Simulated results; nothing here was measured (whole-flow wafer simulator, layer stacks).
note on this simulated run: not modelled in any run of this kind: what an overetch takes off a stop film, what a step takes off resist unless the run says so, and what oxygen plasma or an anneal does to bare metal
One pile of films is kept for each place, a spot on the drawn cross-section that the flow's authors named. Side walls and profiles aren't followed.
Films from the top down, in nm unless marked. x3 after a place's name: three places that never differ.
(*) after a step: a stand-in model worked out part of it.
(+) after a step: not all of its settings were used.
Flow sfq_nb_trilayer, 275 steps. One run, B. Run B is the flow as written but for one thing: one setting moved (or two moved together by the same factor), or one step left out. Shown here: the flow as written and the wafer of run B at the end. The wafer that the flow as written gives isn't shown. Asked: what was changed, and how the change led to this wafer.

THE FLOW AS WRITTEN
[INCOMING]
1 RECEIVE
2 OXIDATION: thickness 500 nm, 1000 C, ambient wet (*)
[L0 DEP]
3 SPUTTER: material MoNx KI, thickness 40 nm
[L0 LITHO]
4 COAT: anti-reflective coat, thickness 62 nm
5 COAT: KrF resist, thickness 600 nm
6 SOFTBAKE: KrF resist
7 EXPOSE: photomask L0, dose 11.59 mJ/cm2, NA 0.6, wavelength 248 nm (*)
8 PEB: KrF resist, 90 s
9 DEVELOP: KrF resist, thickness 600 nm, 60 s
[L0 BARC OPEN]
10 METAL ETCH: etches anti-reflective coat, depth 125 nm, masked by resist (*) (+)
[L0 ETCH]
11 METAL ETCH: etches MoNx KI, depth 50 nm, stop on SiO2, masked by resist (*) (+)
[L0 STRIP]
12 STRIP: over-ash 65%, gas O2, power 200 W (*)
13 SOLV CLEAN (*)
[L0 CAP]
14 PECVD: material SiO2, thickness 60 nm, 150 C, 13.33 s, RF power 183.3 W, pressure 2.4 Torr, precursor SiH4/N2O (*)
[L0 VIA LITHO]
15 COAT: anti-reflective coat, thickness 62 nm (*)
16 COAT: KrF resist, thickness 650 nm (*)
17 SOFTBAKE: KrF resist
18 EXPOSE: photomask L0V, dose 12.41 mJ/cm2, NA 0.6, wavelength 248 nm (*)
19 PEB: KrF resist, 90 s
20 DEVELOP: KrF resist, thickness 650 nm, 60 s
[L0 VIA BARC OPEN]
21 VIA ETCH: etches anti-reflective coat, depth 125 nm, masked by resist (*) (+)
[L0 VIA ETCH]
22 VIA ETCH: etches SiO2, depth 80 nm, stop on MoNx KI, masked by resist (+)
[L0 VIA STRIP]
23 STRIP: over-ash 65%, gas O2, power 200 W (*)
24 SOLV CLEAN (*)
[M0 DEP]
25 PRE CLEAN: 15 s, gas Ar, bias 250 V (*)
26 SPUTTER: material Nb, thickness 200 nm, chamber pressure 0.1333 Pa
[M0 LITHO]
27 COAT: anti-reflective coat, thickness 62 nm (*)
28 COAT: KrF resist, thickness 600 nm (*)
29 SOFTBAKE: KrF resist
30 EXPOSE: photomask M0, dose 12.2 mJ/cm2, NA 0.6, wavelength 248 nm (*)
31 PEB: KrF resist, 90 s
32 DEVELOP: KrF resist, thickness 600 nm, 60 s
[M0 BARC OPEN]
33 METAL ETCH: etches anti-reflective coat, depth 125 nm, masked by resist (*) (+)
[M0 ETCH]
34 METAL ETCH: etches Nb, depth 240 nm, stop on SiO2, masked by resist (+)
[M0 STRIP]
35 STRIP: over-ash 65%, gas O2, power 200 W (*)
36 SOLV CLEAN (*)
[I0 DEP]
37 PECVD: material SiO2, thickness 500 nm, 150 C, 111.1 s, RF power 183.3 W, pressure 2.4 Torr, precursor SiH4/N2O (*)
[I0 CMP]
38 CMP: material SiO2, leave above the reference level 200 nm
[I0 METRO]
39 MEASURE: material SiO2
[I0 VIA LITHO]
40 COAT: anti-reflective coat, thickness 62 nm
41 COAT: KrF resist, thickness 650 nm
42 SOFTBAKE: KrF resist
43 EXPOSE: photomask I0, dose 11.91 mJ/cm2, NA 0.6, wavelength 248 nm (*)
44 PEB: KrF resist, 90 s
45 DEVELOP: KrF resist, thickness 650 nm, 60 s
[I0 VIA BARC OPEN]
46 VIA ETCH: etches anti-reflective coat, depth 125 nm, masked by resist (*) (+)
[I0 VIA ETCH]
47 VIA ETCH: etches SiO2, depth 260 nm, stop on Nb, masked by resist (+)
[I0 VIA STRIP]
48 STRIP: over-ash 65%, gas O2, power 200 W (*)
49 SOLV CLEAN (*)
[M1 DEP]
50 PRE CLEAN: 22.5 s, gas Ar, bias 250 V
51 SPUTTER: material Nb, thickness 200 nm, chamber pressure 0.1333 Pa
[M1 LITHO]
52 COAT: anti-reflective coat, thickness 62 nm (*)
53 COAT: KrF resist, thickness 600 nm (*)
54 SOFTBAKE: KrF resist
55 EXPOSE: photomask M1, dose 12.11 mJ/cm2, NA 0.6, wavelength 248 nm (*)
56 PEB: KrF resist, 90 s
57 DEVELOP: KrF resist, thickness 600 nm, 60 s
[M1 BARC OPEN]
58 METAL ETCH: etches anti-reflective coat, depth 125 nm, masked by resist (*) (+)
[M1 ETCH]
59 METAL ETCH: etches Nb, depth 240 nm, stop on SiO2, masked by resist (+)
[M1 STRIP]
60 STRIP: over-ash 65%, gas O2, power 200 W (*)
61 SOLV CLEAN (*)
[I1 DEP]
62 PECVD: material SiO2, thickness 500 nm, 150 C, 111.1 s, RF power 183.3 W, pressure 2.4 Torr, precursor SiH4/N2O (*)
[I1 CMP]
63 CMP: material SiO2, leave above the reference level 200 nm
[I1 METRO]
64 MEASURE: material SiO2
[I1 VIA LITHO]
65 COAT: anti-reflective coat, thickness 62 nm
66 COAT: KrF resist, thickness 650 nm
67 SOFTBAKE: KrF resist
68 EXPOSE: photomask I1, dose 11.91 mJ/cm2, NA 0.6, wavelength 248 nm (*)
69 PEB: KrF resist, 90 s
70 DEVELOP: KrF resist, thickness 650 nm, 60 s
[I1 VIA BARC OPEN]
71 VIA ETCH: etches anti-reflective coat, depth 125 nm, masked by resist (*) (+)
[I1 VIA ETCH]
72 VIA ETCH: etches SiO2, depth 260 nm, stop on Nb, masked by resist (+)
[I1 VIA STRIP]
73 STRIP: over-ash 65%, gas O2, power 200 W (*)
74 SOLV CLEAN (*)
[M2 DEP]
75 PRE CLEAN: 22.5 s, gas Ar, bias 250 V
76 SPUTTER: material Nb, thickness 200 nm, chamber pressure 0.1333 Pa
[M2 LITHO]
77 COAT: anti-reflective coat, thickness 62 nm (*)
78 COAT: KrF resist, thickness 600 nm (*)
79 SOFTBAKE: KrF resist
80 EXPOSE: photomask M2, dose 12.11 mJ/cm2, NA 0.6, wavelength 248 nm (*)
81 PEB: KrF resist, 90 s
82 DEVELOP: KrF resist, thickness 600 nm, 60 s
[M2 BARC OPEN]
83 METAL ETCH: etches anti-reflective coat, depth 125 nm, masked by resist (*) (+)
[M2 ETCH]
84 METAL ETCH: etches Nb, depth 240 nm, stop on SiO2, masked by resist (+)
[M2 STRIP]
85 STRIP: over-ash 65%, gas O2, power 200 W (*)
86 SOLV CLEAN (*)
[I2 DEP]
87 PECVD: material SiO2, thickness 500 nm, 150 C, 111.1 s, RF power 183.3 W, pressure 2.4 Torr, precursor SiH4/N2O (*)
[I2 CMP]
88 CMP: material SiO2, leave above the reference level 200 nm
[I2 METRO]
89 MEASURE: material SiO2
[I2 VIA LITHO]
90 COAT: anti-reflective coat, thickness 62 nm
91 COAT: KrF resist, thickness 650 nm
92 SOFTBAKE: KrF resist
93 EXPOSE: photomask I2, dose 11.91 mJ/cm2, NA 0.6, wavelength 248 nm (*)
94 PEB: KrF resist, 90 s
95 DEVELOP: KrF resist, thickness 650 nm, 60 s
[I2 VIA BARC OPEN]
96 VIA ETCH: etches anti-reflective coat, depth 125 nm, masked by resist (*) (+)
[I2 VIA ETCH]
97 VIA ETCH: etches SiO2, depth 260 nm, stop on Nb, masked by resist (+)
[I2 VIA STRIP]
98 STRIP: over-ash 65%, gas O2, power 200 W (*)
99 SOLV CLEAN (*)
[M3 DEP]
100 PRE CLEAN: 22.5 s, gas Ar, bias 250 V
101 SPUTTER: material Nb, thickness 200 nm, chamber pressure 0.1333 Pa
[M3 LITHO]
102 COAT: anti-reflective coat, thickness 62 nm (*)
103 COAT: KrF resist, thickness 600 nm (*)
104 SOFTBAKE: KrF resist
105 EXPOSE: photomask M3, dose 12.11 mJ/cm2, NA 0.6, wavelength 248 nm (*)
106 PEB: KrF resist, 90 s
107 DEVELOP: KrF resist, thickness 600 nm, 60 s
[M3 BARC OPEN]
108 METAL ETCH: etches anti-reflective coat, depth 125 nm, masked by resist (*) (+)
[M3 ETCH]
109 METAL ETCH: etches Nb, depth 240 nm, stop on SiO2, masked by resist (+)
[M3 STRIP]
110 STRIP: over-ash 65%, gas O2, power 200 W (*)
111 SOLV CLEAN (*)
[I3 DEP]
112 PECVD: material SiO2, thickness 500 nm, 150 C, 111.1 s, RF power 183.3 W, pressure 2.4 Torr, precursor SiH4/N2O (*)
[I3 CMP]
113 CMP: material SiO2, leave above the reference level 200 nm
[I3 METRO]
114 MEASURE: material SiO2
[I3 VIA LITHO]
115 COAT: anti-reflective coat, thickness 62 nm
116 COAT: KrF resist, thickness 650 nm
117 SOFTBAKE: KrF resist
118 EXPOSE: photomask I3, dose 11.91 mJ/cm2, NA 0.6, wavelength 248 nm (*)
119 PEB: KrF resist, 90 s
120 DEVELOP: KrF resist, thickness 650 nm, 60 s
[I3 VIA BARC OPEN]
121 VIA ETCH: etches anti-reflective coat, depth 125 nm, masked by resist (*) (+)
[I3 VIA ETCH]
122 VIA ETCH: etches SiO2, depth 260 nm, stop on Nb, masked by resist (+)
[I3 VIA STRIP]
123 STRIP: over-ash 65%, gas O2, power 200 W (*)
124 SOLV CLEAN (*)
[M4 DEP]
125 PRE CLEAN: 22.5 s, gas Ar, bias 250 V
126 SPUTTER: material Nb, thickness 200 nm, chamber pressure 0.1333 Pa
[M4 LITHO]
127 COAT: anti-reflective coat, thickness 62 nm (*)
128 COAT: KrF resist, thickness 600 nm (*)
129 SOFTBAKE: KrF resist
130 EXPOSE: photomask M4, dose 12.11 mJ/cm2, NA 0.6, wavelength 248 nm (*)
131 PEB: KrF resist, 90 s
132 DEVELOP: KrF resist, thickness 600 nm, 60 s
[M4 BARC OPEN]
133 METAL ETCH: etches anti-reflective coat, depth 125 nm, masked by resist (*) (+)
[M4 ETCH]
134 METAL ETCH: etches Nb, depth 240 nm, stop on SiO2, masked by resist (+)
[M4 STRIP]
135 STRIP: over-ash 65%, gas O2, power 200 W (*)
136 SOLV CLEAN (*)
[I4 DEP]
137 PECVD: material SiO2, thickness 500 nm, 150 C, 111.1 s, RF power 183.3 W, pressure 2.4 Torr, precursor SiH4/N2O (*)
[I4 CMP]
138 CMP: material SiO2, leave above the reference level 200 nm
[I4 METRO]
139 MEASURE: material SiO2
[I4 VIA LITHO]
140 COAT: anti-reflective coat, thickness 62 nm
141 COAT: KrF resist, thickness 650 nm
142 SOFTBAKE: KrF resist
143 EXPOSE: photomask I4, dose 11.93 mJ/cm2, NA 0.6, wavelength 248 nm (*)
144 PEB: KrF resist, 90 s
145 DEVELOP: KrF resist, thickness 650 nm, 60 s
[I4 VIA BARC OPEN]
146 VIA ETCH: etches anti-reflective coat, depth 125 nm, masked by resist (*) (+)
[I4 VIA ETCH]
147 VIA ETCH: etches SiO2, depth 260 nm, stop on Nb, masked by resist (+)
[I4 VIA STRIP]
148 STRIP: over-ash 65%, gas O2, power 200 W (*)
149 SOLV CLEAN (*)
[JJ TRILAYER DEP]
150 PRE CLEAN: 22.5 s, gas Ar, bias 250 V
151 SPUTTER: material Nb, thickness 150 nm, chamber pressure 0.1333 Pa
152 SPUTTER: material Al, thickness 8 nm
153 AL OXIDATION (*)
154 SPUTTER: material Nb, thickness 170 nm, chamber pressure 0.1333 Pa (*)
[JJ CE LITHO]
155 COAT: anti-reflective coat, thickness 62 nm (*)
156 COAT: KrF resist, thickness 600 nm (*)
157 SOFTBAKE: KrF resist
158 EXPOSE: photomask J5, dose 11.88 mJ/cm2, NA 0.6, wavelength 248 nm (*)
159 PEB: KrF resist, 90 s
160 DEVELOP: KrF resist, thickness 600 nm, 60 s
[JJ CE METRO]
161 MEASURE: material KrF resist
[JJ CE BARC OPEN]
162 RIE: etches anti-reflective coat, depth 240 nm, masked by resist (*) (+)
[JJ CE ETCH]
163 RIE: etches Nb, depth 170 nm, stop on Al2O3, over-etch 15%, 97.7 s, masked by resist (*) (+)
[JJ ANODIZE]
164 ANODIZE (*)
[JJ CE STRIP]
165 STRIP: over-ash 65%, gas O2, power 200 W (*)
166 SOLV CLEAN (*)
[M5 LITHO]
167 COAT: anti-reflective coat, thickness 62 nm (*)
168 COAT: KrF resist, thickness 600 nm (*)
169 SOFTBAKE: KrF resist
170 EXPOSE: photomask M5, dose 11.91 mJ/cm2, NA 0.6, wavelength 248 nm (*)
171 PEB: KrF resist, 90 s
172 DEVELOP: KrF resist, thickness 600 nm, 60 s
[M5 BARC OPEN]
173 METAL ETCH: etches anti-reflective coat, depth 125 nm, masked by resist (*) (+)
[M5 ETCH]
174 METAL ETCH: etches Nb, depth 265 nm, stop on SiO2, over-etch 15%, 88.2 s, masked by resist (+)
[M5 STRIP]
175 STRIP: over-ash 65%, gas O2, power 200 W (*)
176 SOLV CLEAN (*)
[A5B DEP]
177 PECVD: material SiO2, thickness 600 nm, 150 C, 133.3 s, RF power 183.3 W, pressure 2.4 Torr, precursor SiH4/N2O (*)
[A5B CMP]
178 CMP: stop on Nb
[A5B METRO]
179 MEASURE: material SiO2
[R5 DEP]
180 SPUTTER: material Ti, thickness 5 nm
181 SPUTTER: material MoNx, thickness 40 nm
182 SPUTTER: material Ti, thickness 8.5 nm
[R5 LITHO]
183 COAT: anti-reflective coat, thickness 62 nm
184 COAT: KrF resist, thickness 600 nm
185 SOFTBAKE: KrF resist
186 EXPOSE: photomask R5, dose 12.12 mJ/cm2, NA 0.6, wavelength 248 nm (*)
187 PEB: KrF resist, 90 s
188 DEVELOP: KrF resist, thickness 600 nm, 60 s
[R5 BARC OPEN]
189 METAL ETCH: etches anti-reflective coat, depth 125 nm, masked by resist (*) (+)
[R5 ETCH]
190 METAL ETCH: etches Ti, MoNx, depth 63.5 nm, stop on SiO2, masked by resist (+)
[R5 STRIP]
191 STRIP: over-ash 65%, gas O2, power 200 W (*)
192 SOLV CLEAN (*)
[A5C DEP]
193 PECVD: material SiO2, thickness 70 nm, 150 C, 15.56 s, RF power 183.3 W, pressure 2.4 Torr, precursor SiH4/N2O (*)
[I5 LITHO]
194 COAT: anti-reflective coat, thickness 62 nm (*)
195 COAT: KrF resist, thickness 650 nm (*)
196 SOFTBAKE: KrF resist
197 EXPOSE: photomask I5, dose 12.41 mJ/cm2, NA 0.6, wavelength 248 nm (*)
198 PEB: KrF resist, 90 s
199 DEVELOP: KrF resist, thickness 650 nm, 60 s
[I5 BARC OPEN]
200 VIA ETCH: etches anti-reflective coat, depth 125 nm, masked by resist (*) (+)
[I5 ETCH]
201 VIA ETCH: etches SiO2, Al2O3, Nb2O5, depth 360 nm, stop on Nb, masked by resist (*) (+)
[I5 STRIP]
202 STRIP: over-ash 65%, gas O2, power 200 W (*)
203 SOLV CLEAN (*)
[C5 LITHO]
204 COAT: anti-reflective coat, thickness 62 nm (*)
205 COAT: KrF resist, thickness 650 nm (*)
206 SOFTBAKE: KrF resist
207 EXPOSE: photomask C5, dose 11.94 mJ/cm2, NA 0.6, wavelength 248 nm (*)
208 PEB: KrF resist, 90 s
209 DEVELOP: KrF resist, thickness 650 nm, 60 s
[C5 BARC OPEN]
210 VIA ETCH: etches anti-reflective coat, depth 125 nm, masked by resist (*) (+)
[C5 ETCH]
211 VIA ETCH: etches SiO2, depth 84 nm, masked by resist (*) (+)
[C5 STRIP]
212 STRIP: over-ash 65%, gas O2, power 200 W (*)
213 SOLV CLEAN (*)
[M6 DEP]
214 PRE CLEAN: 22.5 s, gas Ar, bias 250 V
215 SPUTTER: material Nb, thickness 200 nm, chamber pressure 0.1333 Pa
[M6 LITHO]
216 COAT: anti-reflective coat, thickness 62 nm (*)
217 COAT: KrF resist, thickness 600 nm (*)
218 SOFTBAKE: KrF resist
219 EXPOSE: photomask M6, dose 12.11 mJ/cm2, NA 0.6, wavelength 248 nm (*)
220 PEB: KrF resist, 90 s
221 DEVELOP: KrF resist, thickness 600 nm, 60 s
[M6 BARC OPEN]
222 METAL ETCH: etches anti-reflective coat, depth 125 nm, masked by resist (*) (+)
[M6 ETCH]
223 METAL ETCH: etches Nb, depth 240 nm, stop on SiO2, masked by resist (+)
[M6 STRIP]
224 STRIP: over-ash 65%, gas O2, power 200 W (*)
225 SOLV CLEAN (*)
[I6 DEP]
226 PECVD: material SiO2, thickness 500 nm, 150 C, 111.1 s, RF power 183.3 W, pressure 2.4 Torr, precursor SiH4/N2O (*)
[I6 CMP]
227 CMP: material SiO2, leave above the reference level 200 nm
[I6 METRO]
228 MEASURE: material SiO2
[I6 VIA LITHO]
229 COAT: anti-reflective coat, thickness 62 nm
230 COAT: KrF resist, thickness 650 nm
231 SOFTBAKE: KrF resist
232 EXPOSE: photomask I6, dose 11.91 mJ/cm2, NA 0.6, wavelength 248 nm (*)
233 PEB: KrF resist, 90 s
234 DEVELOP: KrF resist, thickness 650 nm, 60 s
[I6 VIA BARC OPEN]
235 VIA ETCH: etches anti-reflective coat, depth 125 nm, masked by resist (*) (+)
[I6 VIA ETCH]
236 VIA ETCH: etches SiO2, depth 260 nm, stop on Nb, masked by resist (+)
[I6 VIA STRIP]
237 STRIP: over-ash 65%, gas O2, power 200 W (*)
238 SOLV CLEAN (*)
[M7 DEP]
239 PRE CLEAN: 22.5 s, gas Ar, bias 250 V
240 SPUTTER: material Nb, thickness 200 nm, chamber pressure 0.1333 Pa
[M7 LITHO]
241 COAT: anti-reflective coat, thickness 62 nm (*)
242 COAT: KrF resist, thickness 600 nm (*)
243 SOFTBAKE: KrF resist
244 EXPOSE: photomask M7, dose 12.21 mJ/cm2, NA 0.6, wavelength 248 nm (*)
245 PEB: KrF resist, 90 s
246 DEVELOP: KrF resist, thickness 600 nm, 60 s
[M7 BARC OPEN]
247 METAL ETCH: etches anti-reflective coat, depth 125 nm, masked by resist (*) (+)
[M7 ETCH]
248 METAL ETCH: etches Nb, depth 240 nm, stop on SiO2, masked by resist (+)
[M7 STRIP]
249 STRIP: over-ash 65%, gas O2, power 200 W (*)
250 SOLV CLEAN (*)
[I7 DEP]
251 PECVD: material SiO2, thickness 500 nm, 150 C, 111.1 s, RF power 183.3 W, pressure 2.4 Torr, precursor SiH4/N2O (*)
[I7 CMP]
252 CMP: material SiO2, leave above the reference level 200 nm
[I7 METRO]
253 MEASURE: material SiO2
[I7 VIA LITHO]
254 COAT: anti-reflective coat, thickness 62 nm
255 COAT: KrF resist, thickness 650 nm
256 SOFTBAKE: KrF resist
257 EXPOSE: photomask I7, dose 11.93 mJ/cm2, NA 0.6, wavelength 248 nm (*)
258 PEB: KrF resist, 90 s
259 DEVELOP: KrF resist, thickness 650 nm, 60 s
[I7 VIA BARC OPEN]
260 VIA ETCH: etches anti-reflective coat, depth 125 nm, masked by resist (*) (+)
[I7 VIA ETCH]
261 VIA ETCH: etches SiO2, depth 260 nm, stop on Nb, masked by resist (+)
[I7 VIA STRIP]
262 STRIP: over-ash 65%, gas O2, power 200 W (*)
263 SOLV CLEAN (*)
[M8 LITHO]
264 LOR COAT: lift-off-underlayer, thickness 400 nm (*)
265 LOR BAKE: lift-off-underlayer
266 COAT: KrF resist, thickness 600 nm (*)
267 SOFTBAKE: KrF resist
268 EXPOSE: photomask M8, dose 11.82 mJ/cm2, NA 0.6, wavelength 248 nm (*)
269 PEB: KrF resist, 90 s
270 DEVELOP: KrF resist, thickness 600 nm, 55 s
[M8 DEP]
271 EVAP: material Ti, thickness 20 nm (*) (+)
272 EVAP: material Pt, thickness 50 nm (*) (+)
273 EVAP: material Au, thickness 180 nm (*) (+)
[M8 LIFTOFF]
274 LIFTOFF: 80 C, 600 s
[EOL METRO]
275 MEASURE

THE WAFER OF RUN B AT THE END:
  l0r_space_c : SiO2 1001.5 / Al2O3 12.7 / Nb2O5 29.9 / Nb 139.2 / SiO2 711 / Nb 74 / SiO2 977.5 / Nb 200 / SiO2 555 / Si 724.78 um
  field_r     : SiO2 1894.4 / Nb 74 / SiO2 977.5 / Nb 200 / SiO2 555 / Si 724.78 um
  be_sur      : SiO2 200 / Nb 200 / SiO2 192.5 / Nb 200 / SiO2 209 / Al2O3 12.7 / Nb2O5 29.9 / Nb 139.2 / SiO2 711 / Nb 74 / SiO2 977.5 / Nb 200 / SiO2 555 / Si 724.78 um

The cause: step 109, METAL ETCH: depth 126 nm was run, where the flow has depth 240 nm.

How the change led to this, step by step:
  109 METAL ETCH: etches Nb, depth 240 nm, stop on SiO2, masked by resist (+)
      field_l, be, be_sur and 72 more: Nb -126 (as written it would be: Nb -200 (all of it))
      v_sur, via_wl, via_w and 28 more: KrF resist -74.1 (as written it would be: KrF resist -141.2)
  110 STRIP: over-ash 65%, gas O2, power 200 W (*)
      p4_w1, p4_w2, p4_w3 and 21 more: KrF resist -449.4 (all of it), anti-reflective coat -62 (all of it) (as written it would be: KrF resist -382.4 (all of it), anti-reflective coat -62 (all of it))
      via_wl, via_wr: KrF resist -451.3 (all of it), anti-reflective coat -34.2 (all of it) (as written it would be: KrF resist -384.2 (all of it), anti-reflective coat -34.2 (all of it))
      (and at 5 more places)
  112 PECVD: material SiO2, thickness 500 nm, 150 C, 111.1 s, RF power 183.3 W, pressure 2.4 Torr, precursor SiH4/N2O (*)
      field_l, be, be_sur and 64 more: SiO2 +500 (new film) (as written it would be: SiO2 +500)
      p4_g1, p4_g2, p3_s0, p3_s1, p3_s2, p3_s3, p3_s4, p3_s5: SiO2 +500 (new film) (as written it would be: SiO2 +557.1)
  113 CMP: material SiO2, leave above the reference level 200 nm
      field_l, be, be_sur and 64 more: SiO2 -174 (as written it would be: SiO2 -100)
      p4_g1, p4_g2, p3_s0, p3_s1, p3_s2, p3_s3, p3_s4, p3_s5: SiO2 -174 (as written it would be: SiO2 -157.1)
Counting metal films that touch as one body, l0r_space_c has 3 bodies (between them, from the top down: SiO2 711; SiO2 977.5); the flow as written gives 2 bodies (between them, from the top down: SiO2 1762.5).
Counting metal films that touch as one body, field_r has 2 bodies (between them, from the top down: SiO2 977.5); the flow as written gives 1 body.
Counting metal films that touch as one body, be_sur has 5 bodies (between them, from the top down: SiO2 192.5; SiO2 209 / Al2O3 12.7 / Nb2O5 29.9; SiO2 711; SiO2 977.5); the flow as written gives 4 bodies (between them, from the top down: SiO2 192.5; SiO2 209 / Al2O3 12.7 / Nb2O5 29.9; SiO2 1762.5).
